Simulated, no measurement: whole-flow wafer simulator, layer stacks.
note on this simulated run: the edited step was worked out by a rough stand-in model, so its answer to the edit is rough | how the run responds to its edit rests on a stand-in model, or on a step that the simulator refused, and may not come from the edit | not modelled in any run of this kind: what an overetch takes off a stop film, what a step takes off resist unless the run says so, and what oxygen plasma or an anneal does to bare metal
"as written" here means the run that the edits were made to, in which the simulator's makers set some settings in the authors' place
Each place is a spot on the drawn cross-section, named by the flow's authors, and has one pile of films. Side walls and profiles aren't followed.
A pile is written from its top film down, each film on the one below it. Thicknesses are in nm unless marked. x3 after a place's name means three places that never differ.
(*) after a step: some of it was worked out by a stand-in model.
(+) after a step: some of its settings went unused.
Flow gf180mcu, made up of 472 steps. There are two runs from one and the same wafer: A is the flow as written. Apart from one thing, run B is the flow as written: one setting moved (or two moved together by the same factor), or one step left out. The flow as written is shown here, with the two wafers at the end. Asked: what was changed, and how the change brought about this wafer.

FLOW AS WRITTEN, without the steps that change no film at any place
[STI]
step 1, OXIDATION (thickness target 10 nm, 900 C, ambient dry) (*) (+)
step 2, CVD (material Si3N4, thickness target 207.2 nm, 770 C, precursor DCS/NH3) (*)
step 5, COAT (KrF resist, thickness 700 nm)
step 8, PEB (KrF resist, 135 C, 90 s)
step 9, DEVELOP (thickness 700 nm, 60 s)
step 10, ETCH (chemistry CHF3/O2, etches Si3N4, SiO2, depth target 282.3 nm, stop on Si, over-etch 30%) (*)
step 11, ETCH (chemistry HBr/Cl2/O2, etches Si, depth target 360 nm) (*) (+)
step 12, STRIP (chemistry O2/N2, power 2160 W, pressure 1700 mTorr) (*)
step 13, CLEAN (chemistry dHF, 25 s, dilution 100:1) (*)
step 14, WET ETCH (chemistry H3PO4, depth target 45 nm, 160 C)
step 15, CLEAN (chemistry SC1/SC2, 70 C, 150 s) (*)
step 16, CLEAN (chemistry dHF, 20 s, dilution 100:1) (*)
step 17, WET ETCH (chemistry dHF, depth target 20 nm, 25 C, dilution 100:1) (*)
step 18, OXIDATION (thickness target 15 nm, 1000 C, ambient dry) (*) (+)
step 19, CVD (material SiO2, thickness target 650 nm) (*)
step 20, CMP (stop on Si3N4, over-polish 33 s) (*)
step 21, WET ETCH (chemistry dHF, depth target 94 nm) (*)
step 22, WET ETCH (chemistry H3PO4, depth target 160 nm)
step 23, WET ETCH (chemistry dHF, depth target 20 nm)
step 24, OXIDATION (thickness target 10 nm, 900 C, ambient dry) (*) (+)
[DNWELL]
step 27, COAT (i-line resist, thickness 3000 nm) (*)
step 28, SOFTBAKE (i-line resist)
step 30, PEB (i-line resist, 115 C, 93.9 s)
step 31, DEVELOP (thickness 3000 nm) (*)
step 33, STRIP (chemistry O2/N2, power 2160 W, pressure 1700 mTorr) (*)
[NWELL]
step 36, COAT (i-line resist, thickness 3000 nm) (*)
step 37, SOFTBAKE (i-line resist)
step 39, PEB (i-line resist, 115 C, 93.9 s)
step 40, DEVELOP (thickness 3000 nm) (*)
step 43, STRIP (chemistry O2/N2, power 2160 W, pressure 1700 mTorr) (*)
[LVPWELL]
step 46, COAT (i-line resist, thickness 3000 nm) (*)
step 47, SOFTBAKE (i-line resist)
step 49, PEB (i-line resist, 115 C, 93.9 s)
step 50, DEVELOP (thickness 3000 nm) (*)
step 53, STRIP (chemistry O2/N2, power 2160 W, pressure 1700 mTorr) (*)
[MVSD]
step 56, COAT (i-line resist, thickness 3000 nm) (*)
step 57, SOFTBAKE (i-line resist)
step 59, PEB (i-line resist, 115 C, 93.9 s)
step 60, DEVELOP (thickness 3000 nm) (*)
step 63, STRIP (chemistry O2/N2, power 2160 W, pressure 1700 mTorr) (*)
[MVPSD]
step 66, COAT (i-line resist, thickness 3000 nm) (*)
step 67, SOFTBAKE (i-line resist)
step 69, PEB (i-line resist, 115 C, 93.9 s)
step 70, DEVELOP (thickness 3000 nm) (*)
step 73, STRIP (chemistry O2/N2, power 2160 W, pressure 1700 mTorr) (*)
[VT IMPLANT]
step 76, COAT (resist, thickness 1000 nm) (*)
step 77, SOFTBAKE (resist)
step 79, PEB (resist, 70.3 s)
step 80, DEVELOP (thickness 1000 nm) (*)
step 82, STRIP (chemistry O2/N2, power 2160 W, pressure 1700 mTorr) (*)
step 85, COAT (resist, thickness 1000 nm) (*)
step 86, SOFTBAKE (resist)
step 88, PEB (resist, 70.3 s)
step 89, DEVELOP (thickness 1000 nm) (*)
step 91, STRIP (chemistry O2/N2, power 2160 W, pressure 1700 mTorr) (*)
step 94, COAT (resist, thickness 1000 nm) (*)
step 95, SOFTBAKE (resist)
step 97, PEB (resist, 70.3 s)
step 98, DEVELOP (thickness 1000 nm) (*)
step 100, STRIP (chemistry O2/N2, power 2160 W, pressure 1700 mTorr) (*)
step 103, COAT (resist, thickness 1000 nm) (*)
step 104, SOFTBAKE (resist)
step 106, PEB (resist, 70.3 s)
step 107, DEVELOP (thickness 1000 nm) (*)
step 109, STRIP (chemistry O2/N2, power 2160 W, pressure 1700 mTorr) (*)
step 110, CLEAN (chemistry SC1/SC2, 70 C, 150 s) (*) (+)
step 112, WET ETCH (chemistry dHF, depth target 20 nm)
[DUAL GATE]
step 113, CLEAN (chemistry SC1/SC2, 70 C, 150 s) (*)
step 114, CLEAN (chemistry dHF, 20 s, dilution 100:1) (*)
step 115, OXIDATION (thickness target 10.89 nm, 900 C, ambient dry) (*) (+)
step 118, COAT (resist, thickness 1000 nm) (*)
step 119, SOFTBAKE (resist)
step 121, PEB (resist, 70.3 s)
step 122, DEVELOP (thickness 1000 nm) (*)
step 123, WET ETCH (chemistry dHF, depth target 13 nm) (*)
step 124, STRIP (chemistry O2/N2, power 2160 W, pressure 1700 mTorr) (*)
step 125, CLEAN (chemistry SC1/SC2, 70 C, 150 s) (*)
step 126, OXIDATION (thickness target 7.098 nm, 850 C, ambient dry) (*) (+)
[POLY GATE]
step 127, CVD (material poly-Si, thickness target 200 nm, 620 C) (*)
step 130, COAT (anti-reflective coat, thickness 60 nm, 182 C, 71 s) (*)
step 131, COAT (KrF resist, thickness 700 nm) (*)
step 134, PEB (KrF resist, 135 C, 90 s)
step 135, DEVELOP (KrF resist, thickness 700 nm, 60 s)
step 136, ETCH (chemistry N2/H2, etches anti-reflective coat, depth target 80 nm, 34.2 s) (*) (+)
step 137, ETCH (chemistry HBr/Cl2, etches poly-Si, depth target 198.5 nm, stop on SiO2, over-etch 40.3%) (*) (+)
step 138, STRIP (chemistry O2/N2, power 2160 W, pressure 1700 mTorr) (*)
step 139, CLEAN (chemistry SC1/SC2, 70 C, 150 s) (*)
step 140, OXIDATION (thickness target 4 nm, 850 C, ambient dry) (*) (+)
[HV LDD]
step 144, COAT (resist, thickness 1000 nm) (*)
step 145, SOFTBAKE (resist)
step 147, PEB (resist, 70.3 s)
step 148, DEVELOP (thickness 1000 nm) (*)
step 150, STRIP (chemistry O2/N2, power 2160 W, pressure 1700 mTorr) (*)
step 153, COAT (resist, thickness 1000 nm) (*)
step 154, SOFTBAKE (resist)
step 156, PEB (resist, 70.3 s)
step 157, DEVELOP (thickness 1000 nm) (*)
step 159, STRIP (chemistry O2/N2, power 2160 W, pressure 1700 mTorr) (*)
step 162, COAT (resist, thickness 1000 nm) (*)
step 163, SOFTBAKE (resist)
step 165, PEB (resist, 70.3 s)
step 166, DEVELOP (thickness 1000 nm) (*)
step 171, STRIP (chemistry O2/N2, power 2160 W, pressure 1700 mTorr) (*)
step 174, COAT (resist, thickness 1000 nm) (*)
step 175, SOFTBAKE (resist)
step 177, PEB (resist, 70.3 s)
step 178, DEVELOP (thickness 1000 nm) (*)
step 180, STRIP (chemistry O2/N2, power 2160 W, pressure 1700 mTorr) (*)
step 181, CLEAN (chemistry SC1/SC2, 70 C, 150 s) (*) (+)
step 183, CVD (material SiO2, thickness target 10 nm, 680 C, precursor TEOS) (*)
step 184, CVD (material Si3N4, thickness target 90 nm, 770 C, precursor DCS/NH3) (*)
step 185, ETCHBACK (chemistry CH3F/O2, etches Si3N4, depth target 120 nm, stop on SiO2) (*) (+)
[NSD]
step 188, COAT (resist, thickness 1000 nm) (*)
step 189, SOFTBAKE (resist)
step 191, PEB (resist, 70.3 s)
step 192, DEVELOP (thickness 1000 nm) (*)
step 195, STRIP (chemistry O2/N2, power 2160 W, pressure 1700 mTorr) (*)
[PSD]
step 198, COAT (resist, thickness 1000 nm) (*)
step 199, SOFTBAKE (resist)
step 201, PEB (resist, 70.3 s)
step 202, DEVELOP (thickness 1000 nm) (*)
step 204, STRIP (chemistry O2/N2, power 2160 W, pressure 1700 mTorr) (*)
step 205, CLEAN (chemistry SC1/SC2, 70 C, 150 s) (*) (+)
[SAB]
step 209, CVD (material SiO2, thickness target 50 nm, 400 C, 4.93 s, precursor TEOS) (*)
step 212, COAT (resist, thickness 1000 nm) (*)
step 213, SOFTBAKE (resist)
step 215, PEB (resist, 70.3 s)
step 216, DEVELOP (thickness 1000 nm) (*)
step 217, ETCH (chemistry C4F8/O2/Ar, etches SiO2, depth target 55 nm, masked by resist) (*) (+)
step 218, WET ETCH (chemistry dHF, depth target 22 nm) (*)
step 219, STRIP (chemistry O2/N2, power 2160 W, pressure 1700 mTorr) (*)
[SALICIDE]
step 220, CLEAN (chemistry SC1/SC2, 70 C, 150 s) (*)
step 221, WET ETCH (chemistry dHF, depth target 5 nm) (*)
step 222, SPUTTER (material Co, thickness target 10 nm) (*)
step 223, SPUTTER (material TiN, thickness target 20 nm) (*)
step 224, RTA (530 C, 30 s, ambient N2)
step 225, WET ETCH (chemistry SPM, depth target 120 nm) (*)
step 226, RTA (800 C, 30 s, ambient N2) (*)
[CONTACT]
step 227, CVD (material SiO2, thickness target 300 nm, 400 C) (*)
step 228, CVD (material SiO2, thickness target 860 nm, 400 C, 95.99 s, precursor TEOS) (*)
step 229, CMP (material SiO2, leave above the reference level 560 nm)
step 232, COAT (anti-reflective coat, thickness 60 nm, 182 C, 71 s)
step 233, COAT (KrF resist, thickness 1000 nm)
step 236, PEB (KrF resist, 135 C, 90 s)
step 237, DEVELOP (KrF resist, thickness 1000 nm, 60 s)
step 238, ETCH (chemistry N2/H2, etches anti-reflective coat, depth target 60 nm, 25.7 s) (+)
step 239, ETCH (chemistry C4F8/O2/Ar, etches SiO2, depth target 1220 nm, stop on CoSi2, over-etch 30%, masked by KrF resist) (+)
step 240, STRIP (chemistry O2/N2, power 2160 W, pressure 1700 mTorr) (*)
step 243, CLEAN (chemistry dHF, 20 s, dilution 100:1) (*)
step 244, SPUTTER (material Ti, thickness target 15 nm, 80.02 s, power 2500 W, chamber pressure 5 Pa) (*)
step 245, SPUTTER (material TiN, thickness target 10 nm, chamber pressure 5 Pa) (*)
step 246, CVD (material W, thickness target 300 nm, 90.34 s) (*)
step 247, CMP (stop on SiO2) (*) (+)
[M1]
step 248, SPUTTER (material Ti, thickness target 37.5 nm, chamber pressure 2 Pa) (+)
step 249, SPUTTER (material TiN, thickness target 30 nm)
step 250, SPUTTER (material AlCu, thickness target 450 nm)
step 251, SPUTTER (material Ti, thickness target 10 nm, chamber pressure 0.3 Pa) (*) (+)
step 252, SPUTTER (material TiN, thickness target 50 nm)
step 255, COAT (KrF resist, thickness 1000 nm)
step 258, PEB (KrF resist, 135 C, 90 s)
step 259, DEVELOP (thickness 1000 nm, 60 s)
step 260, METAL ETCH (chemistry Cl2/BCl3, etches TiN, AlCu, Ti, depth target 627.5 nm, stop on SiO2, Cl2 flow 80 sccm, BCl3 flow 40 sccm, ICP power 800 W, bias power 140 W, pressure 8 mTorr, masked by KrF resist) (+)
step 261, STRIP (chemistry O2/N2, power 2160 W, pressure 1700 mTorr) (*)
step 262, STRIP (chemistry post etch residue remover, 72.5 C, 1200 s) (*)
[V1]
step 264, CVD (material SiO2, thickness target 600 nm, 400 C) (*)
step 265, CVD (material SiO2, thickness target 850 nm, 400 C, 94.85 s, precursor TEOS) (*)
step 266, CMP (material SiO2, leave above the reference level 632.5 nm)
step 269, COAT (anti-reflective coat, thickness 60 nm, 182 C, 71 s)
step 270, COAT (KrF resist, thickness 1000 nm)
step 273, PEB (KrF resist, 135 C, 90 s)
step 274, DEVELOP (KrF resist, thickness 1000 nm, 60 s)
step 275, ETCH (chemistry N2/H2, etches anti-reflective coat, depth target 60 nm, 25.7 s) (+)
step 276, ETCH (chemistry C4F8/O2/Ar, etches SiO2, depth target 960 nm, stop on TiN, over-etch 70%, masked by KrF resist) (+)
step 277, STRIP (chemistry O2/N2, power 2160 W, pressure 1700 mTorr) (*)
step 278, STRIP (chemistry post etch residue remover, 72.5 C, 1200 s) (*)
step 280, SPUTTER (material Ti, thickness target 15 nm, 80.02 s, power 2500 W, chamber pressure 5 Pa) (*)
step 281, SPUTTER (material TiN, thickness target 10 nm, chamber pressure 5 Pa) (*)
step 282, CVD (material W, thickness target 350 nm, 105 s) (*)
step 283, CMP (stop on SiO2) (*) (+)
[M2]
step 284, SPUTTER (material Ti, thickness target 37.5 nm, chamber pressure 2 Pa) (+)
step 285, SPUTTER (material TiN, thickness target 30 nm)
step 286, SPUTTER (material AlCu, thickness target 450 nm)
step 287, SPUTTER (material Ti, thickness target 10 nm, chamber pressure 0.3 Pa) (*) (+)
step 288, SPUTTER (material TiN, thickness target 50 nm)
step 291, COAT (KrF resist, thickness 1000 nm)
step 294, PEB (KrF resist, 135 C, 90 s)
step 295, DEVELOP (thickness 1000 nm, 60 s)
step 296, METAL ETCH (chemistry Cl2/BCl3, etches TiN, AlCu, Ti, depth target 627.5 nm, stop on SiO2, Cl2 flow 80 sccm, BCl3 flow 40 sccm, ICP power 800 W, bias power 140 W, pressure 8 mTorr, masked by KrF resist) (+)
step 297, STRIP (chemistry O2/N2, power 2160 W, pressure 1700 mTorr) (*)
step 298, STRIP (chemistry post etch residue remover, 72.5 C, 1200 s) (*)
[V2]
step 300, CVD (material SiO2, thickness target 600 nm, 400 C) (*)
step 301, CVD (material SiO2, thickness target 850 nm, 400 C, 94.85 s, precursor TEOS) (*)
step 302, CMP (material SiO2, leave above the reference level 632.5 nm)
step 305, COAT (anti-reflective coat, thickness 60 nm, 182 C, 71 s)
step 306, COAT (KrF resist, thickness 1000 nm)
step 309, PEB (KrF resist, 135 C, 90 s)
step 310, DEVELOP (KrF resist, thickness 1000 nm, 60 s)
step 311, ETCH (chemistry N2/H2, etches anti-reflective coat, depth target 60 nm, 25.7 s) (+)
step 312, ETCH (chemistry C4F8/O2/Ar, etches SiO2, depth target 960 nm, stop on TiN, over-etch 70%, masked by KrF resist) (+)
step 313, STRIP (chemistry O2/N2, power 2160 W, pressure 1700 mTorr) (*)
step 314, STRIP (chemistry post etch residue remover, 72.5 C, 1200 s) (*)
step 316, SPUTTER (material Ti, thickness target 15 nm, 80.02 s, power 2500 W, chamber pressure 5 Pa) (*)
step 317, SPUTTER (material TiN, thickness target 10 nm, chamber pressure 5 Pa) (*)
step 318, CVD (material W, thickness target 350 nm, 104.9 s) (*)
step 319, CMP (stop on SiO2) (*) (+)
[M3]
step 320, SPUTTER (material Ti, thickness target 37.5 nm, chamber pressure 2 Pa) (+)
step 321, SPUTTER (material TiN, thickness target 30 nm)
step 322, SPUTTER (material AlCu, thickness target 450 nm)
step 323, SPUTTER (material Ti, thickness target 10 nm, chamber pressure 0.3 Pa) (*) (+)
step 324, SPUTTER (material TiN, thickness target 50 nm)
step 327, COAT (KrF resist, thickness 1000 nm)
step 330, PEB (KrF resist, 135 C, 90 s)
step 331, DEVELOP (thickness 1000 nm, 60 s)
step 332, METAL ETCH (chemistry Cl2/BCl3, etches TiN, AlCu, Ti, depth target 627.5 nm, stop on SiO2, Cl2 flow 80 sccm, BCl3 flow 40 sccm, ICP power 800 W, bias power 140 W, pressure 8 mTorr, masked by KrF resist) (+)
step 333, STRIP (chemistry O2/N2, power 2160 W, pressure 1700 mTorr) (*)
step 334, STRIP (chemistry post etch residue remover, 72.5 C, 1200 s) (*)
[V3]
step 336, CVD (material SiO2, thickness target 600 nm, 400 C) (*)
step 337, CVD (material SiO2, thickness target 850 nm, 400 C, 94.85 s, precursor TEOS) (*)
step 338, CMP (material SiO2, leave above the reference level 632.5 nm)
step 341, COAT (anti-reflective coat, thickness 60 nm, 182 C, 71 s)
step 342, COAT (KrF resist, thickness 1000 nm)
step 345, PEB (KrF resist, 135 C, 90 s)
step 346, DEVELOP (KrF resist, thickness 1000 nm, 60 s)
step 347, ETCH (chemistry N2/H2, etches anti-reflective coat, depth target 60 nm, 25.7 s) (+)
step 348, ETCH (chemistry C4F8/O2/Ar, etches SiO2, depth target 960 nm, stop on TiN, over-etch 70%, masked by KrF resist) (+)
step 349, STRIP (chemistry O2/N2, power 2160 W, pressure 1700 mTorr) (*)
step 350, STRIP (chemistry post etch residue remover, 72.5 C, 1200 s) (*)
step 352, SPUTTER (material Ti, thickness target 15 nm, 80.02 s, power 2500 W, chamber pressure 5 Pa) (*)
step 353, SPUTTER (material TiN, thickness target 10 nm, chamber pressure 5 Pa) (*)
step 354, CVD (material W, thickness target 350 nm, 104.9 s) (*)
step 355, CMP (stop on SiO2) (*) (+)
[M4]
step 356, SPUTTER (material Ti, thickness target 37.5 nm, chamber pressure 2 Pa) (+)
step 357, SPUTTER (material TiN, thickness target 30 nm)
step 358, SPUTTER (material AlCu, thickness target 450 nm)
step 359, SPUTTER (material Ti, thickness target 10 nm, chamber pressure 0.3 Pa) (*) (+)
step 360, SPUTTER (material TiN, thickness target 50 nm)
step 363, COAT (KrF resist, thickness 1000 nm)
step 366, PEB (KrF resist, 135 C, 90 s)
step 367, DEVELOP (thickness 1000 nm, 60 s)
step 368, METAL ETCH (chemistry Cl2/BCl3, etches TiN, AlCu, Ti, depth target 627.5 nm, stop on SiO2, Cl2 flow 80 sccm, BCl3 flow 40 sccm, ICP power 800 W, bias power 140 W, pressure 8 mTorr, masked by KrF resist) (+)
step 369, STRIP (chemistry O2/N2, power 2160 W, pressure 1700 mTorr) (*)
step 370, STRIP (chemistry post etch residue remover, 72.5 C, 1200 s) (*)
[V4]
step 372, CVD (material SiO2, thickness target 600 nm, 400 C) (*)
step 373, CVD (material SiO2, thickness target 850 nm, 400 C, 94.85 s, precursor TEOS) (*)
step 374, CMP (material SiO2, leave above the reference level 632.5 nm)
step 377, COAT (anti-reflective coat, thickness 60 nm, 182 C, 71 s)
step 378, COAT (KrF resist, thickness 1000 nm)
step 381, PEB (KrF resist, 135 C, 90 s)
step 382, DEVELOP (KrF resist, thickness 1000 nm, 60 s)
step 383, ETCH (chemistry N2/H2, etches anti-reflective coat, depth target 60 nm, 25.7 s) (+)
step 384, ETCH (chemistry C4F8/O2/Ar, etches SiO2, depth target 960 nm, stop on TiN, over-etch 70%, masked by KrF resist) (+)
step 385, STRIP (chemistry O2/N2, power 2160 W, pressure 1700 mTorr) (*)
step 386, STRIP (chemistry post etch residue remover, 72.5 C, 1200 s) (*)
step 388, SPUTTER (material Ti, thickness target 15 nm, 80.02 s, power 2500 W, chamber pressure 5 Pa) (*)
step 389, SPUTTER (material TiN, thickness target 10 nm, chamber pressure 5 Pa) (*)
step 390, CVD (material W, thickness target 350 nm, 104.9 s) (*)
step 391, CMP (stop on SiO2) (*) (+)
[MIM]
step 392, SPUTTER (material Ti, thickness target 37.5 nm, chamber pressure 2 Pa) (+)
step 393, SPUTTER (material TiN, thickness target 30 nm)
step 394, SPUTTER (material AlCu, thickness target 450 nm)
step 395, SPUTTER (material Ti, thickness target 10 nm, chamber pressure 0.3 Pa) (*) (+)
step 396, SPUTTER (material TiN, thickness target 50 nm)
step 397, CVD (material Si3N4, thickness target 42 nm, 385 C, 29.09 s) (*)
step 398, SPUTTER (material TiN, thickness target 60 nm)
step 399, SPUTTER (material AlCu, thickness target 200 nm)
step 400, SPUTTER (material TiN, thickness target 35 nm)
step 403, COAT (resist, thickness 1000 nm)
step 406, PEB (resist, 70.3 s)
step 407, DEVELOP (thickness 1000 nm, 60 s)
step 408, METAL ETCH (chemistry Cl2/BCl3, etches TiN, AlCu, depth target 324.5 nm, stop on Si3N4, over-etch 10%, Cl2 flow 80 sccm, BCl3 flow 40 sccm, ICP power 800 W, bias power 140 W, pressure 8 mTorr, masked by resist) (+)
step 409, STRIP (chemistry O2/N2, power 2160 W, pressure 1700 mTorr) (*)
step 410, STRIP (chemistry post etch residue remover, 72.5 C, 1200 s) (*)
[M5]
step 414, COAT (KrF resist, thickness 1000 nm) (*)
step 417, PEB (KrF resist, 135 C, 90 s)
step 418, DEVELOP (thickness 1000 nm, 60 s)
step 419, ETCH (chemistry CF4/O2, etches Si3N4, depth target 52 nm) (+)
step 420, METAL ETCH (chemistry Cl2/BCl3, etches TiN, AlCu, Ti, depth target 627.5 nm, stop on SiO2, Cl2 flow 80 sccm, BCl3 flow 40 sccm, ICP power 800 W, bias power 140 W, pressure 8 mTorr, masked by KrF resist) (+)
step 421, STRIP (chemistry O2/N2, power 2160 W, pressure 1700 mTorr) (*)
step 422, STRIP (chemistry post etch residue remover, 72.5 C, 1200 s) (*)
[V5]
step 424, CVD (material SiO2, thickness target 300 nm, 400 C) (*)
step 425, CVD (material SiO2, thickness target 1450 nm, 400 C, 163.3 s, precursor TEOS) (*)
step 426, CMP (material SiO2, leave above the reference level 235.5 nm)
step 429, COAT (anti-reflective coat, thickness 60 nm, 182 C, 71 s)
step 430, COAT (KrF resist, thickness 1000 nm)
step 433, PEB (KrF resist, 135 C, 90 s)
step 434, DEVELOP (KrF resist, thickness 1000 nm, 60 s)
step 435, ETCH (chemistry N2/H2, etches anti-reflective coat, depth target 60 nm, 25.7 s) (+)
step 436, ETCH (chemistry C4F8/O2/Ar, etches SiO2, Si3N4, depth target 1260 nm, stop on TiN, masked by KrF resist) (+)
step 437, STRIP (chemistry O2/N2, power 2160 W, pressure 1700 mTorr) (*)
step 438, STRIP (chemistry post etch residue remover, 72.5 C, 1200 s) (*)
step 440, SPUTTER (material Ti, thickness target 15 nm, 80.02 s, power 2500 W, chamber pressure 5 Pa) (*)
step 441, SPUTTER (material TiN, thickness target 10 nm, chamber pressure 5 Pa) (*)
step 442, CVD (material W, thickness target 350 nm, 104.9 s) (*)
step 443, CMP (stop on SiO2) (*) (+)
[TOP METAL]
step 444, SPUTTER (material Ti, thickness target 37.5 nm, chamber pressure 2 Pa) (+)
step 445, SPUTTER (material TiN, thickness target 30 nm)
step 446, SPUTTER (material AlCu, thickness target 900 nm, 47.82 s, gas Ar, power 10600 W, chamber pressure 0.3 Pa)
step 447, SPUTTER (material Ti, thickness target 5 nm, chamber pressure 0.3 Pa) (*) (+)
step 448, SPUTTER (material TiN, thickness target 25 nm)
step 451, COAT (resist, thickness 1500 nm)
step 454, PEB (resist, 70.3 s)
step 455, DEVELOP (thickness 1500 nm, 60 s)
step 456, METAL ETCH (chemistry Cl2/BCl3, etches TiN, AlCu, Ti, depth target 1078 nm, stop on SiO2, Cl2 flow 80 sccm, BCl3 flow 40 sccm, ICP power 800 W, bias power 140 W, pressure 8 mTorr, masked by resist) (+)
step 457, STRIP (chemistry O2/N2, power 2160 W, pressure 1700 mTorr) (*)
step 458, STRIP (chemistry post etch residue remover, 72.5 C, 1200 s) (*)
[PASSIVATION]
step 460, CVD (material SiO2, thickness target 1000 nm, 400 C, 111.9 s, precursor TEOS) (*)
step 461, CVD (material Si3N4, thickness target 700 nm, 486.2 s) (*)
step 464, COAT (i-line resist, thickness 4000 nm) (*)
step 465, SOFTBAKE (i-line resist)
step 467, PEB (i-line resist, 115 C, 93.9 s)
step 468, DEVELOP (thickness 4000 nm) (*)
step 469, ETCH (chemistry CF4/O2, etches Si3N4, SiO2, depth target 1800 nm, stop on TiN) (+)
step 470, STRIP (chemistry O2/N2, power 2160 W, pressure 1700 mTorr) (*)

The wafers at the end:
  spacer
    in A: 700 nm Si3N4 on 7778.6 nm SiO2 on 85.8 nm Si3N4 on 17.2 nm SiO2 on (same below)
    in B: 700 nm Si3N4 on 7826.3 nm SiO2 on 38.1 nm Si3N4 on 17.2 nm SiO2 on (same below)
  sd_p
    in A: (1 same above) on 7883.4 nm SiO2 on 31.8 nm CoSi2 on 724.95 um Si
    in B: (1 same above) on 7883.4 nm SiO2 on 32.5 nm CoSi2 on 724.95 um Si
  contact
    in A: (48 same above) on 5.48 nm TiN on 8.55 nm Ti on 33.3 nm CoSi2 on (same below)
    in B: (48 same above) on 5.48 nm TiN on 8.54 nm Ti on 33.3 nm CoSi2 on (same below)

Cause: step 184, CVD: thickness target 42.3 nm was run, though the flow has thickness target 90 nm.

The path from the change to this, step by step:
  step 184, CVD (material Si3N4, thickness target 90 nm, 770 C, precursor DCS/NH3) (*)
      field, field__w1, field__w2 and 101 more: A Si3N4 gains 90 (new film) | B Si3N4 gains 42.3 (new film)
  step 185, ETCHBACK (chemistry CH3F/O2, etches Si3N4, depth target 120 nm, stop on SiO2) (*) (+)
      field, field__w1, field__w2 and 58 more: A Si3N4 loses 90 (all of it), SiO2 loses 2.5 | B Si3N4 loses 42.3 (all of it), SiO2 loses 6.48
      active, n_well, p_well and 39 more: A Si3N4 loses 90 (all of it), SiO2 loses 2.5 | B Si3N4 loses 42.3 (all of it), SiO2 loses 6.47
  step 188, COAT (resist, thickness 1000 nm) (*)
      spacer: A resist gains 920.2 (new film) | B resist gains 963.6 (new film)
  step 189, SOFTBAKE (resist)
      field: A resist gains 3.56 | B resist gains 2.98
      field__w1: A resist gains 5.23 | B resist gains 4.65
      (and at 22 other places as well)
  step 191, PEB (resist, 70.3 s)
      spacer: A resist loses 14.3 | B resist loses 15.3
  step 192, DEVELOP (thickness 1000 nm) (*)
      spacer: A resist loses 905.9 (all of it) | B resist loses 948.3 (all of it)
  step 198, COAT (resist, thickness 1000 nm) (*)
      spacer: A resist gains 920.2 (new film) | B resist gains 963.6 (new film)
  step 199, SOFTBAKE (resist)
      field: A resist gains 3.56 | B resist gains 2.98
      field__w1: A resist gains 5.23 | B resist gains 4.65
      (and at 22 other places as well)
  step 201, PEB (resist, 70.3 s)
      spacer: A resist loses 14.3 | B resist loses 15.3
  step 204, STRIP (chemistry O2/N2, power 2160 W, pressure 1700 mTorr) (*)
      spacer: A resist loses 905.9 (all of it) | B resist loses 948.3 (all of it)
  step 212, COAT (resist, thickness 1000 nm) (*)
      spacer: A resist gains 919.4 (new film) | B resist gains 962.8 (new film)
  step 213, SOFTBAKE (resist)
      field__w9: A resist loses 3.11 | B resist gains 6.43
      field__w11: A resist loses 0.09 | B resist gains 0.44
      (and at 24 other places as well)
  step 215, PEB (resist, 70.3 s)
      spacer: A resist loses 14.3 | B resist loses 15.3
  step 216, DEVELOP (thickness 1000 nm) (*)
      spacer: A resist loses 905.1 (all of it) | B resist loses 947.5 (all of it)
  step 218, WET ETCH (chemistry dHF, depth target 22 nm) (*)
      gate, gate_hv, gate_p and 23 more: A SiO2 loses 5.48 (all of it) | B SiO2 loses 1.5 (all of it)
      active, p_well, sd_n, iso_ptap_pw, iso_ntap_nw, iso_ptap_sub, vpnp_e: A SiO2 loses 9.01 (all of it) | B SiO2 loses 5.04 (all of it)
      (and at 16 other places as well)
  step 222, SPUTTER (material Co, thickness target 10 nm) (*)
      field__w2: A Co gains 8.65 (new film) | B Co gains 9.27 (new film)
      field__w3: A Co gains 8.06 (new film) | B Co gains 8.89 (new film)
      (and at 5 other places as well)
  ... 4 other steps ...
  step 229, CMP (material SiO2, leave above the reference level 560 nm)
      field__w3: A SiO2 loses 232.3 | B SiO2 loses 227.4
      field__w12: A SiO2 loses 232.1 | B SiO2 loses 227.2
      (and at 2 other places as well)
